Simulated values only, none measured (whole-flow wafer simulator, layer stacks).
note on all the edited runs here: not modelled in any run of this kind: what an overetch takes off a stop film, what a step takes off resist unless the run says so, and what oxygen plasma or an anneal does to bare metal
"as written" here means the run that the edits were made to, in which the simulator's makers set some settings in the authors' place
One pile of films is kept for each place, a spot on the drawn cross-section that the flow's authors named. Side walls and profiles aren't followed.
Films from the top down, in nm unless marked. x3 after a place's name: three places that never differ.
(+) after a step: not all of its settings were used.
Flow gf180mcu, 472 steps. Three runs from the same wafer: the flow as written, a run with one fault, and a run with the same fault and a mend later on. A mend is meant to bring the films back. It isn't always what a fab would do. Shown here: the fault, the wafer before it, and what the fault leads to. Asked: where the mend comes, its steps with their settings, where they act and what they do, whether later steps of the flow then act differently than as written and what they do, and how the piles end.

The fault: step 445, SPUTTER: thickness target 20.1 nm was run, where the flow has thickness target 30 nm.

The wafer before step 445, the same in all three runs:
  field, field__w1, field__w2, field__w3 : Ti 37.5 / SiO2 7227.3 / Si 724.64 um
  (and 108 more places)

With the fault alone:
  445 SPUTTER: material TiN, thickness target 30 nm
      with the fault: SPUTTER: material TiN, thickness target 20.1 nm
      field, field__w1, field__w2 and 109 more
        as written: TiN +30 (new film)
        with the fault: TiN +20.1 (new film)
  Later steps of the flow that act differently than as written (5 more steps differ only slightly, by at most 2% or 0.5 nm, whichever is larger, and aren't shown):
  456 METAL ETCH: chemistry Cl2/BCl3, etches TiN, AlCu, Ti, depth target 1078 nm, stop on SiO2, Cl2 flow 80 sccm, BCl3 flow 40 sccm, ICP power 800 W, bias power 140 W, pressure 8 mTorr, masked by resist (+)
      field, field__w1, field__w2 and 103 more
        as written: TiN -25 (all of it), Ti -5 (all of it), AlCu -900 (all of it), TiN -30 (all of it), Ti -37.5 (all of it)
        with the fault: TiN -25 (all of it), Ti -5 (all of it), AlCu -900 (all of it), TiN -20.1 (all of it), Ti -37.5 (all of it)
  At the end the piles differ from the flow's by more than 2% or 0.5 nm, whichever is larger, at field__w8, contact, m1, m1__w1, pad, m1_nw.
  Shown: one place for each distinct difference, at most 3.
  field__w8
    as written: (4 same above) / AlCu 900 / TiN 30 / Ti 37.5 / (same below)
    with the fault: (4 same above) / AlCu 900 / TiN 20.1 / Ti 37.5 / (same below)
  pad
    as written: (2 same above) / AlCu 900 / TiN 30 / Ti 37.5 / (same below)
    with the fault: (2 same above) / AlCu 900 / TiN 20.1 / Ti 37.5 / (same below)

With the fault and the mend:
  The mend comes after step 445.
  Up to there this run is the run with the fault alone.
  445a SPUTTER: material TiN, thickness target 9.9 nm (the flow's step 445 once more, with other settings)
      field, field__w1, field__w2 and 109 more
        TiN +9.9
  No later step of the flow acts differently than as written at any place that is followed.
  At the end the piles are the same as the flow's at every place that both follow.
